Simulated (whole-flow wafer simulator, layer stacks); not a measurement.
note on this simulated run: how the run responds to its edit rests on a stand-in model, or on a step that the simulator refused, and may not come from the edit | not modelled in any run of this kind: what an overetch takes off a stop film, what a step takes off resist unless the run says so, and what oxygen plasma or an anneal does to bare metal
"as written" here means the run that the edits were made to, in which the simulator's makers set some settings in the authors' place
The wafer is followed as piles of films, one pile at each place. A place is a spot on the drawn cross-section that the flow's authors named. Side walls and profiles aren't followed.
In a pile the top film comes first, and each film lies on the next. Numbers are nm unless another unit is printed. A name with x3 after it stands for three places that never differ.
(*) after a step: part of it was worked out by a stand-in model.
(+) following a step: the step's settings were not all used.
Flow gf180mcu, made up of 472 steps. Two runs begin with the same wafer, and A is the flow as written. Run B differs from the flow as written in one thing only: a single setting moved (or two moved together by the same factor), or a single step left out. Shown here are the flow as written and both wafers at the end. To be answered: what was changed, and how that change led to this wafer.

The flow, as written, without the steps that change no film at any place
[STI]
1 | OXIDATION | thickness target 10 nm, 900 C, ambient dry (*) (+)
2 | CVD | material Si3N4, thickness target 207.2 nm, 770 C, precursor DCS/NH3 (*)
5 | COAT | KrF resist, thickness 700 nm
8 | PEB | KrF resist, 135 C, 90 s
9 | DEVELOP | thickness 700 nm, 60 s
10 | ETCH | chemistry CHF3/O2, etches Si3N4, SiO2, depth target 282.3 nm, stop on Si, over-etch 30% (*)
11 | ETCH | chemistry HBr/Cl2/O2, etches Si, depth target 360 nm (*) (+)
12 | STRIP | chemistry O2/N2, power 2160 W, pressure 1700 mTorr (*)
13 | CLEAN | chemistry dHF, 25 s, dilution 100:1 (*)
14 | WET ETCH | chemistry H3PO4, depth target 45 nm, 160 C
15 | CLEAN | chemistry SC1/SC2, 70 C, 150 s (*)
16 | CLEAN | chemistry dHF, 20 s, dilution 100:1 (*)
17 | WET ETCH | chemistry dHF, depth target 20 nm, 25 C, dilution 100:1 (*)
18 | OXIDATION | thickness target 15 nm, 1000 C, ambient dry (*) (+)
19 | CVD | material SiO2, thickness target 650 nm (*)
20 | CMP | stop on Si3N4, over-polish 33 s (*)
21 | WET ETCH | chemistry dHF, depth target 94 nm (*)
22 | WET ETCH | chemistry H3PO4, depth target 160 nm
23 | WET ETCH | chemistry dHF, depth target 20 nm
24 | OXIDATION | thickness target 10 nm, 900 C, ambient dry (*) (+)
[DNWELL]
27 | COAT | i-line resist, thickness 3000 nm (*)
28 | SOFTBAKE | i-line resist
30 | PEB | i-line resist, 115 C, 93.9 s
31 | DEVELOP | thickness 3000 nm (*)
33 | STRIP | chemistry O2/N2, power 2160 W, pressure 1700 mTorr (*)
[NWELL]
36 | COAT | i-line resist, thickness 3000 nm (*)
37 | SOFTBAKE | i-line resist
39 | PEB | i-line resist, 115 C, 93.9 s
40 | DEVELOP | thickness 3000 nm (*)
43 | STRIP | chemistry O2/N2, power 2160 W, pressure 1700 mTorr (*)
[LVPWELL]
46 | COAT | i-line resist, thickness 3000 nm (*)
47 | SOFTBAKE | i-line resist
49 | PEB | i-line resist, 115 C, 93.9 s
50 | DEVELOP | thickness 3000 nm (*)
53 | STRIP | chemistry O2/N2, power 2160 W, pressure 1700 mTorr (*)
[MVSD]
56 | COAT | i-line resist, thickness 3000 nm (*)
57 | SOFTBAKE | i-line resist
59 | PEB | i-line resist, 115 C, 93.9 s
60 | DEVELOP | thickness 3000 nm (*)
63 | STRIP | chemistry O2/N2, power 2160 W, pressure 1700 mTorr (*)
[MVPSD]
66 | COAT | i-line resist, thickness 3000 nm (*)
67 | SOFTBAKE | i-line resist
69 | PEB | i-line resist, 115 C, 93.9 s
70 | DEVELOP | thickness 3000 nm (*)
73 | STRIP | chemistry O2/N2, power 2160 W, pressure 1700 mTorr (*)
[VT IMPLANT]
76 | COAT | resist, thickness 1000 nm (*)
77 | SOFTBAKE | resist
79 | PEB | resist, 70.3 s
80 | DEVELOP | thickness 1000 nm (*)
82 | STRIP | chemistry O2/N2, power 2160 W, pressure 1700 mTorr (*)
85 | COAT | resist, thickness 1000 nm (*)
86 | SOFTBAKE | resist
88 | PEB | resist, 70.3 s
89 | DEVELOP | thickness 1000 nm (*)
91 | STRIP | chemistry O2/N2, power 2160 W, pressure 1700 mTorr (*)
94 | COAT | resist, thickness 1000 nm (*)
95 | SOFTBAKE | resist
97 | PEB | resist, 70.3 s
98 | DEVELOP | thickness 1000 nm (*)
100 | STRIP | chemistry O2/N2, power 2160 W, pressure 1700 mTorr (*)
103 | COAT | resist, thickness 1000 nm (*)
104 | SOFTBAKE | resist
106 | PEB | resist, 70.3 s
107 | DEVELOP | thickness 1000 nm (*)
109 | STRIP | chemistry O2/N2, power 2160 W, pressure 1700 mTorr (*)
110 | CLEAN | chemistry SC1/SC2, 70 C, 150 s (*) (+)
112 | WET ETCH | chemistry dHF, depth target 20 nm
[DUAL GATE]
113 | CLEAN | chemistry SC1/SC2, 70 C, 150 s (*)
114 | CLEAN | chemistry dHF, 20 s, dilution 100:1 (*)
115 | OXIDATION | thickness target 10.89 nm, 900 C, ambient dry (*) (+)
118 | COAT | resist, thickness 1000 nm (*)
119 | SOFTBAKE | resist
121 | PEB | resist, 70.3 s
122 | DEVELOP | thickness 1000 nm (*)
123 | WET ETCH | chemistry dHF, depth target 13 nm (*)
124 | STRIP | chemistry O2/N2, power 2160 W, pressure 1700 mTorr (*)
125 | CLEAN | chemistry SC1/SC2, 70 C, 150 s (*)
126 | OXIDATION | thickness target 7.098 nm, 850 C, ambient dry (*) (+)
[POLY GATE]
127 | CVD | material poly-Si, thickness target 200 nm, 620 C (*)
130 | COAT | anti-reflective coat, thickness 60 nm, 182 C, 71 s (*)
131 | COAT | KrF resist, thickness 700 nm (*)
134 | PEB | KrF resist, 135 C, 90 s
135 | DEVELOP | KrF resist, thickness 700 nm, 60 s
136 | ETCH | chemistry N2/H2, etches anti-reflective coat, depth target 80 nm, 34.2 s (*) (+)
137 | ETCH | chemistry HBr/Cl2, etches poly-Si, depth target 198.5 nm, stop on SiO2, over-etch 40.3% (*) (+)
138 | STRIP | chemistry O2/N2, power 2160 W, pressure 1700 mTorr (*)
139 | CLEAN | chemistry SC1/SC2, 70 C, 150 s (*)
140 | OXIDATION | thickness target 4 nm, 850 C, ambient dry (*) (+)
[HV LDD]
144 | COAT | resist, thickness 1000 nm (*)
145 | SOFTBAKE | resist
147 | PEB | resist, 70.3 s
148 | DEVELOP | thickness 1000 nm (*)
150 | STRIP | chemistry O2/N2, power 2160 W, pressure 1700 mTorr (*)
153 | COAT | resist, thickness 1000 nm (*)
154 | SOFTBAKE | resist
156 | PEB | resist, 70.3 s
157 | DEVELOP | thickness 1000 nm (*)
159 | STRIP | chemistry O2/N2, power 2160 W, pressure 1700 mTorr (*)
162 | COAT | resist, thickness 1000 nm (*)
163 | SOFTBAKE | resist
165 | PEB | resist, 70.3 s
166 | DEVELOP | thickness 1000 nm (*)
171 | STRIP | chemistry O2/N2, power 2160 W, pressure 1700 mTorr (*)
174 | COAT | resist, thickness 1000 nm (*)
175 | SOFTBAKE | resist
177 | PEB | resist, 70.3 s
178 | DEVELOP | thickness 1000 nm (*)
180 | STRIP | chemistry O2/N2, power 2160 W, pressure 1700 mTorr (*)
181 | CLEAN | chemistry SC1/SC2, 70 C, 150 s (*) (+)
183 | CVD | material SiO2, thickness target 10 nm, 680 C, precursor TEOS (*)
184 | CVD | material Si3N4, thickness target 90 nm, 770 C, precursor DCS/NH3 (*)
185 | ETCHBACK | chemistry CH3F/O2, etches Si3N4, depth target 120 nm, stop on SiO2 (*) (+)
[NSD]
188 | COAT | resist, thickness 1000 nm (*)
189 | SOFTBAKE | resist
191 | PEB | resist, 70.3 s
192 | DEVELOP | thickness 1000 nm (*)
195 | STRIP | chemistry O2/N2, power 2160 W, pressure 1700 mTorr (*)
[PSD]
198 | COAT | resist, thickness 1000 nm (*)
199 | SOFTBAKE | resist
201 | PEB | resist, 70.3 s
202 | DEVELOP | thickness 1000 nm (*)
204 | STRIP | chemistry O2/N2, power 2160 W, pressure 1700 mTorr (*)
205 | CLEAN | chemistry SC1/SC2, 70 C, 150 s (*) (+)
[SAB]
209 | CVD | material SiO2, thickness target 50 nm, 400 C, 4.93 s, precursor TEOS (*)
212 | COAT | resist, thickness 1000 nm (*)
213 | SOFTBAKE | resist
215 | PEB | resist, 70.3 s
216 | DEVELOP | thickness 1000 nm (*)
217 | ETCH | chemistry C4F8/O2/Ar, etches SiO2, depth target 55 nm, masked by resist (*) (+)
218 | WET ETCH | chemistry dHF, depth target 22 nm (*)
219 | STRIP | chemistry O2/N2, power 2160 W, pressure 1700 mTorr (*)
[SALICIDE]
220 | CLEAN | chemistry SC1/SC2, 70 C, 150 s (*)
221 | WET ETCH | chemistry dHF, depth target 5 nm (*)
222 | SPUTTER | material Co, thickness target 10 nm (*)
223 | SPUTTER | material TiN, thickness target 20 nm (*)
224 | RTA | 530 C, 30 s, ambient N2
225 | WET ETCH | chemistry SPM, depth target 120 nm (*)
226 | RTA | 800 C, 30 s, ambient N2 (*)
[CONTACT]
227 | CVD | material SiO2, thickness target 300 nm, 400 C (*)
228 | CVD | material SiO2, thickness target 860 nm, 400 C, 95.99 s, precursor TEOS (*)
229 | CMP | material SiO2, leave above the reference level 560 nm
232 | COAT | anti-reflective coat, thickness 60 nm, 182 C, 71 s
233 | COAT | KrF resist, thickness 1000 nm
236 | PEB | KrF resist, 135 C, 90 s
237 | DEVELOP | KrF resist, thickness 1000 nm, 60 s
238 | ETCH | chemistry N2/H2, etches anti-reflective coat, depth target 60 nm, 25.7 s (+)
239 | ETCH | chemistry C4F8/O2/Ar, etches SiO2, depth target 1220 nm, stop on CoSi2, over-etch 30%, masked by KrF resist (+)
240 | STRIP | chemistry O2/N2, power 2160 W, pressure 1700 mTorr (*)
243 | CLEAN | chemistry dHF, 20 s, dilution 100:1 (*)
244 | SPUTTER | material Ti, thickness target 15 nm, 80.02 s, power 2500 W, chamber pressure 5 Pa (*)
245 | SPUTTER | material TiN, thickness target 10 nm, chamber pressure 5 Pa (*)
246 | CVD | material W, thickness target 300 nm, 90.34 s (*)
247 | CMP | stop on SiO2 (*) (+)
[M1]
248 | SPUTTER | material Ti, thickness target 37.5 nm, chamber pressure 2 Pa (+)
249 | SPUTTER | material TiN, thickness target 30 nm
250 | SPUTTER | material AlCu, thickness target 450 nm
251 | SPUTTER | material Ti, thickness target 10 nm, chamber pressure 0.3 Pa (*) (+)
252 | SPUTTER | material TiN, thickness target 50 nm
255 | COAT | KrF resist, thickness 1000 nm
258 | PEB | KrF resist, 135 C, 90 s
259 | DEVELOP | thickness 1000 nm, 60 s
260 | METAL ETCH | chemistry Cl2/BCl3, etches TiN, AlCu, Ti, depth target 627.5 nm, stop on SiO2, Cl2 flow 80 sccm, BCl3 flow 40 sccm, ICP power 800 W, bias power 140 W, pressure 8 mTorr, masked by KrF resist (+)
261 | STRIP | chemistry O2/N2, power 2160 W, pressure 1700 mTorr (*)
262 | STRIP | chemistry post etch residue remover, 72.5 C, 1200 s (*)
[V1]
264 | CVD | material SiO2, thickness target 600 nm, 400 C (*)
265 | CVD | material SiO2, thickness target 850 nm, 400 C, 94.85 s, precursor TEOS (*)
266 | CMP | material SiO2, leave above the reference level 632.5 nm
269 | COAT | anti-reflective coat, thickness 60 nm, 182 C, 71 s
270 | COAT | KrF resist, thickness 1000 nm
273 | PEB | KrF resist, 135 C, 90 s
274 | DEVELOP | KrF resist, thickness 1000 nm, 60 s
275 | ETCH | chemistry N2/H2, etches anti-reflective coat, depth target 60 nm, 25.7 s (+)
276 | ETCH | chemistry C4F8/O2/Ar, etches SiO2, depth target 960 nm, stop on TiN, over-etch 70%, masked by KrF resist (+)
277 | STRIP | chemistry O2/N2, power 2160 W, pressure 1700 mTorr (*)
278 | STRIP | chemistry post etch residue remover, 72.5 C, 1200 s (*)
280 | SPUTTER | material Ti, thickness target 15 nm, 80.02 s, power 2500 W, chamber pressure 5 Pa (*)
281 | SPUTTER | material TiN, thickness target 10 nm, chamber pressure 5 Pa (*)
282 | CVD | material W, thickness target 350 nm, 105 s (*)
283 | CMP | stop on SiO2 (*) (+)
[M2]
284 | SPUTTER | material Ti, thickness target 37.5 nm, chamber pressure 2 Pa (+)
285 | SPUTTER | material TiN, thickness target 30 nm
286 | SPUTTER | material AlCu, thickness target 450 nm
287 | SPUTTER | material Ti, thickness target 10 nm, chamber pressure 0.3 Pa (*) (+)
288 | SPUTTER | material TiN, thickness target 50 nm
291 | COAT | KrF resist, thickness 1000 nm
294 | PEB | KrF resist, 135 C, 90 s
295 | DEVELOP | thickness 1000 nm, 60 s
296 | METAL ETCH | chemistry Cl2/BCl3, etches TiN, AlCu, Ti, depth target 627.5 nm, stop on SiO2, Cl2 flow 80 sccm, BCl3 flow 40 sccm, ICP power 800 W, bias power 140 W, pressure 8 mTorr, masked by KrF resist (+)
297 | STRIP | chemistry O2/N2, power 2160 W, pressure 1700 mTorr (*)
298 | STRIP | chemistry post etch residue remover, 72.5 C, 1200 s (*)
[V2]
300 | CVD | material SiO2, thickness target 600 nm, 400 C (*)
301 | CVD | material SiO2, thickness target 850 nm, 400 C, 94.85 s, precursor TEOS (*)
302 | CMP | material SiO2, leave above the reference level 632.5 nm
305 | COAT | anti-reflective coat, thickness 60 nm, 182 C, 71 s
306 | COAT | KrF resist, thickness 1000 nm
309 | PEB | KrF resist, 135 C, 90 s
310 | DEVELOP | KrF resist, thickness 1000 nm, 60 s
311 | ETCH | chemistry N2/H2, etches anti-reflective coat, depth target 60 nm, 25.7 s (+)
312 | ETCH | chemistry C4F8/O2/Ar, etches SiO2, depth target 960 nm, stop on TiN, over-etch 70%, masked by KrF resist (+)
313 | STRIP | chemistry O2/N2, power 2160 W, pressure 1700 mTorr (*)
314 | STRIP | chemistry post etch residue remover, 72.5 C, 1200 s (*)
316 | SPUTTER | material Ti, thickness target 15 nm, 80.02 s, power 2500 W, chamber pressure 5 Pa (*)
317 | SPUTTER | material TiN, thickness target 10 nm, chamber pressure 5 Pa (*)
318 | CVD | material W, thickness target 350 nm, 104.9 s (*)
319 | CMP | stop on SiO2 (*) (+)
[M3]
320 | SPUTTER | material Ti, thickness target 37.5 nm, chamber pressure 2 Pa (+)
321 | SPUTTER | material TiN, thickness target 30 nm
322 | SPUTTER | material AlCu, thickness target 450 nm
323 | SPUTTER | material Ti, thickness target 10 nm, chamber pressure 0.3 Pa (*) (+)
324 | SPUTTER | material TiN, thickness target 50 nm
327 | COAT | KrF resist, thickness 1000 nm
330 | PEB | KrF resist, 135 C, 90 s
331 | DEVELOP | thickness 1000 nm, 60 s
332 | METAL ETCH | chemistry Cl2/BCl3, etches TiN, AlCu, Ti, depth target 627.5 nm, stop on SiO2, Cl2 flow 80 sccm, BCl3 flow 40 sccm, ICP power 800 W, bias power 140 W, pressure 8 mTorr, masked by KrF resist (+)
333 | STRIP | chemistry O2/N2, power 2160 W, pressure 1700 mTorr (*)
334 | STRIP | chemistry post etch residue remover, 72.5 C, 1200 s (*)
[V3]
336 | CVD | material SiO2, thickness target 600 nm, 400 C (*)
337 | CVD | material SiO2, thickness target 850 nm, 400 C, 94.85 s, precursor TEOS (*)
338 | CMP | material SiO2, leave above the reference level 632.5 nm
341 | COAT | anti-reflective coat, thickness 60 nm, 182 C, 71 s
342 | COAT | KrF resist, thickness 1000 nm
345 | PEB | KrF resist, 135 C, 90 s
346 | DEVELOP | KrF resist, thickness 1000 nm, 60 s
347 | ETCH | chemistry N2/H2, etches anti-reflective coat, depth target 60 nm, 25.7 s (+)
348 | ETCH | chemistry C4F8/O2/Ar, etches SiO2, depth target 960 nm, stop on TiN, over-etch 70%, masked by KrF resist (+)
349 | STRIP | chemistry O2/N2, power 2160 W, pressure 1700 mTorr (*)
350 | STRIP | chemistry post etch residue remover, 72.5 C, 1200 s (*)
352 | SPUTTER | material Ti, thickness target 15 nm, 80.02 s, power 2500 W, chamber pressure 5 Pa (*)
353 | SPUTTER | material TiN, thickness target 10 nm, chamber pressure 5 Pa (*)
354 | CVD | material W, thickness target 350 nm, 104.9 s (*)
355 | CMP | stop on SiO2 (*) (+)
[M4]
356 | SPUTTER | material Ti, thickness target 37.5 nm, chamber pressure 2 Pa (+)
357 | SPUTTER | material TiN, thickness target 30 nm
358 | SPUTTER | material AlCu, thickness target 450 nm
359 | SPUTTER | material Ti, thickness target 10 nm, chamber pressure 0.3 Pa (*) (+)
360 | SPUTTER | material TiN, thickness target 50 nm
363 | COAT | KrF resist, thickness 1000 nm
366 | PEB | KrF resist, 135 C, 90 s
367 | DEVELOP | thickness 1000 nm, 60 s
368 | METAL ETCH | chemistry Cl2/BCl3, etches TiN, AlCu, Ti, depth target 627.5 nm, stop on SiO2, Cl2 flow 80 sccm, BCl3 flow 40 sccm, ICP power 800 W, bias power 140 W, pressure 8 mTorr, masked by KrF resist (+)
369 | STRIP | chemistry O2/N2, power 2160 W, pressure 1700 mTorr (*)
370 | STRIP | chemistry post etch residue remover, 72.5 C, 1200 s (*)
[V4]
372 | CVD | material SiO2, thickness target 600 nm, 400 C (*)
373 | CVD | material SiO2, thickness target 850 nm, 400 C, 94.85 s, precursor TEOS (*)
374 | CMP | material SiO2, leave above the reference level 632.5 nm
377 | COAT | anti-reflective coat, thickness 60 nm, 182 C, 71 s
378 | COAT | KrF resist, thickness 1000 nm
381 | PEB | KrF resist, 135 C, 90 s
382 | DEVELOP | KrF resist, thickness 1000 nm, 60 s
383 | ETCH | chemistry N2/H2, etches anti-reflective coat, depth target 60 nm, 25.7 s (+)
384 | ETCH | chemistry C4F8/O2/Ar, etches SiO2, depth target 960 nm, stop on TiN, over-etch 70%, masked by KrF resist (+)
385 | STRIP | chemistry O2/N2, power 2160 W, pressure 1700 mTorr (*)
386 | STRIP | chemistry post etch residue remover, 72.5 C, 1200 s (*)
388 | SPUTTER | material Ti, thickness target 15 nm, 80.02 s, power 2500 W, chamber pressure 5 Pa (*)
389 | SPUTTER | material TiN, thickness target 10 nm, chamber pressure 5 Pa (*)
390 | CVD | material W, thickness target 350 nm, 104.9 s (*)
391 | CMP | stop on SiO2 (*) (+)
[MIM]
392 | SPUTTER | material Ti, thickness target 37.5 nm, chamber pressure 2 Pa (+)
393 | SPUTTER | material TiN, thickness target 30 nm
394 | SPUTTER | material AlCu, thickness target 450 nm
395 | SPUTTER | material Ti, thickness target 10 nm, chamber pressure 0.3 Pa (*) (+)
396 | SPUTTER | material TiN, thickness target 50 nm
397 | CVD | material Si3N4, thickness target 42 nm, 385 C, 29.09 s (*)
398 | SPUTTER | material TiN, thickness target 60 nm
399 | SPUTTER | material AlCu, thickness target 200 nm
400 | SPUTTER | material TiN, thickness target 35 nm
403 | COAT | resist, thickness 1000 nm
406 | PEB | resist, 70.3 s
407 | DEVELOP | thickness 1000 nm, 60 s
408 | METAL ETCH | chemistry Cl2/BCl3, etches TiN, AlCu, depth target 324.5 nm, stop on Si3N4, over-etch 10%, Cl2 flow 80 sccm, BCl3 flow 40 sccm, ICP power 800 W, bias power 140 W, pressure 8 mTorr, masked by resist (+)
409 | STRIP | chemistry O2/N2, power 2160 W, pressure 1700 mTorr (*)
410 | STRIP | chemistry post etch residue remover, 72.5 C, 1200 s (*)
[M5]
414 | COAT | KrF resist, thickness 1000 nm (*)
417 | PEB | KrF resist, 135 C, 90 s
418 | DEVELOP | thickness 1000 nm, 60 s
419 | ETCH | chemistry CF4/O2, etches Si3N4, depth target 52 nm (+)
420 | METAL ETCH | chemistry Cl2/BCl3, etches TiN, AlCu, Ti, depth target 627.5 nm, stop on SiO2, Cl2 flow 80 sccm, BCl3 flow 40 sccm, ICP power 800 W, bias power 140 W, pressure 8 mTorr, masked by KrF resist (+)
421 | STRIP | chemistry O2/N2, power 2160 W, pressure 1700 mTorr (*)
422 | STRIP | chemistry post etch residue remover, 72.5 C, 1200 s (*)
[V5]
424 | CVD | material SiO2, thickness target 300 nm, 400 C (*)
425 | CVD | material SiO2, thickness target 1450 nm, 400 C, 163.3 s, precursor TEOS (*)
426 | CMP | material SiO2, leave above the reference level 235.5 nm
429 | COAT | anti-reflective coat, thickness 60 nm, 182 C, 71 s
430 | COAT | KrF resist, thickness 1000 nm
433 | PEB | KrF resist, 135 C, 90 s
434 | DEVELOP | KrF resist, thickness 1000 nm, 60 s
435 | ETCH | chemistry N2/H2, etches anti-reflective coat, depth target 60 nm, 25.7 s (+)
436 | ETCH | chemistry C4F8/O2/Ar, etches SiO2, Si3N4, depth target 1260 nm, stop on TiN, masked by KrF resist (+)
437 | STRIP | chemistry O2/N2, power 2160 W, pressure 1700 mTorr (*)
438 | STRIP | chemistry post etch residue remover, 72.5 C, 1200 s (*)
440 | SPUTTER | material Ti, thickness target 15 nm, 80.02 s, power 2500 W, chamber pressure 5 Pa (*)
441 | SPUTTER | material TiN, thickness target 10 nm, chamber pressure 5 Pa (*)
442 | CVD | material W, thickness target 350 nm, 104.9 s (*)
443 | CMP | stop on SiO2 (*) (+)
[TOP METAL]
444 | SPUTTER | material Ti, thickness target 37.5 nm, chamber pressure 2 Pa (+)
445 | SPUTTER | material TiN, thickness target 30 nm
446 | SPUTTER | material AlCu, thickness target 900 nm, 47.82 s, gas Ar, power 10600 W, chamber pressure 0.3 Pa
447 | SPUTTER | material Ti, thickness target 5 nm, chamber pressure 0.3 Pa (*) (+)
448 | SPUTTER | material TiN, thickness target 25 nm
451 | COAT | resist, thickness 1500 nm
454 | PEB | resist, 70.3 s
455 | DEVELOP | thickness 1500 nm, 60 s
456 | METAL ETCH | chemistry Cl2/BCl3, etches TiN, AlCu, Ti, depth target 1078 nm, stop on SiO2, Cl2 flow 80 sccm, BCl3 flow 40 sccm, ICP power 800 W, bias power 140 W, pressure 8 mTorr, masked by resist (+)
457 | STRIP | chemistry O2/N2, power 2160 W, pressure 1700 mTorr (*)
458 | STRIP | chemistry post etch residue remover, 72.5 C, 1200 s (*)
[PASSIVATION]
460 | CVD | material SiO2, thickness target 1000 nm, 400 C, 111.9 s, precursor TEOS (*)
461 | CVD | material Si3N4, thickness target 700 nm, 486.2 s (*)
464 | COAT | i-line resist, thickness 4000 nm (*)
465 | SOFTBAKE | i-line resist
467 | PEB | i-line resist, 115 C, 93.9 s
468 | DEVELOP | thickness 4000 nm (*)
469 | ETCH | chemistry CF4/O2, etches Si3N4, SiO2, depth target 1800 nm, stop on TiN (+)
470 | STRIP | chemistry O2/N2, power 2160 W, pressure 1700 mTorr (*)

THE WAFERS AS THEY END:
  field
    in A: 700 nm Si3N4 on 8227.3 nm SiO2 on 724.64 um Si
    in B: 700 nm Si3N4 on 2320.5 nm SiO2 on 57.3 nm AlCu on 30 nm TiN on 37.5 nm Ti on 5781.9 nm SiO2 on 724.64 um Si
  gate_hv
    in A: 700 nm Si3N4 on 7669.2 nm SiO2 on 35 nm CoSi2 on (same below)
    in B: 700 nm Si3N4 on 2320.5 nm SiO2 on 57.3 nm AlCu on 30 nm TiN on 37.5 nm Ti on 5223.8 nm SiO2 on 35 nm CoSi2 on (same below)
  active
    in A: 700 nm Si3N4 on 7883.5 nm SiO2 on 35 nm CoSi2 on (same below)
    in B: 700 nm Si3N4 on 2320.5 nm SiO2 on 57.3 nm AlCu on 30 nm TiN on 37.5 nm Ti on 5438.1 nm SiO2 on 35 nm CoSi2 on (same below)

What caused this: step 420, METAL ETCH: depth target 445.5 nm was run, whereas the flow has depth target 627.5 nm.

How this came from the change, step by step:
  420 | METAL ETCH | chemistry Cl2/BCl3, etches TiN, AlCu, Ti, depth target 627.5 nm, stop on SiO2, Cl2 flow 80 sccm, BCl3 flow 40 sccm, ICP power 800 W, bias power 140 W, pressure 8 mTorr, masked by KrF resist (+)
      field, field__w1, field__w2 and 101 more: A TiN loses 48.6 (all of it), Ti loses 10 (all of it), AlCu loses 450 (all of it), TiN loses 30 (all of it), Ti loses 37.5 (all of it) | B TiN loses 48.6 (all of it), Ti loses 10 (all of it), AlCu loses 386.9
      field__w4, field__w8, contact, m1, m1__w1, mim, mim_1p0, m1_nw: A KrF resist loses 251 | B KrF resist loses 178.2
  421 | STRIP | chemistry O2/N2, power 2160 W, pressure 1700 mTorr (*)
      field__w8, m1__w1: A KrF resist loses 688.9 (all of it) | B KrF resist loses 761.7 (all of it)
      contact, m1: A KrF resist loses 689.3 (all of it) | B KrF resist loses 762.1 (all of it)
      (also at 4 further places)
  422 | STRIP | chemistry post etch residue remover, 72.5 C, 1200 s (*)
      field, field__w1, field__w2 and 101 more: A nothing | B AlCu loses 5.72
  424 | CVD | material SiO2, thickness target 300 nm, 400 C (*)
      field, field__w1, field__w2 and 101 more: A SiO2 gains 300 | B SiO2 gains 300 (new film)
  426 | CMP | material SiO2, leave above the reference level 235.5 nm
      field, field__w1, field__w5 and 92 more: A SiO2 loses 300.8 | B SiO2 loses 425.7
      field__w2, field__w3, field__w12 and 6 more: A SiO2 loses 272.7 | B SiO2 loses 403.2
Taking metal films that touch as one body, field has 1 body; the flow as written gives 0 bodies.
Taking metal films that touch as one body, gate_hv has 2 bodies (between them, from the top down: SiO2 5223.8); the flow as written gives 1 body.
Taking metal films that touch as one body, active has 2 bodies (between them, from the top down: SiO2 5438.1); the flow as written gives 1 body.
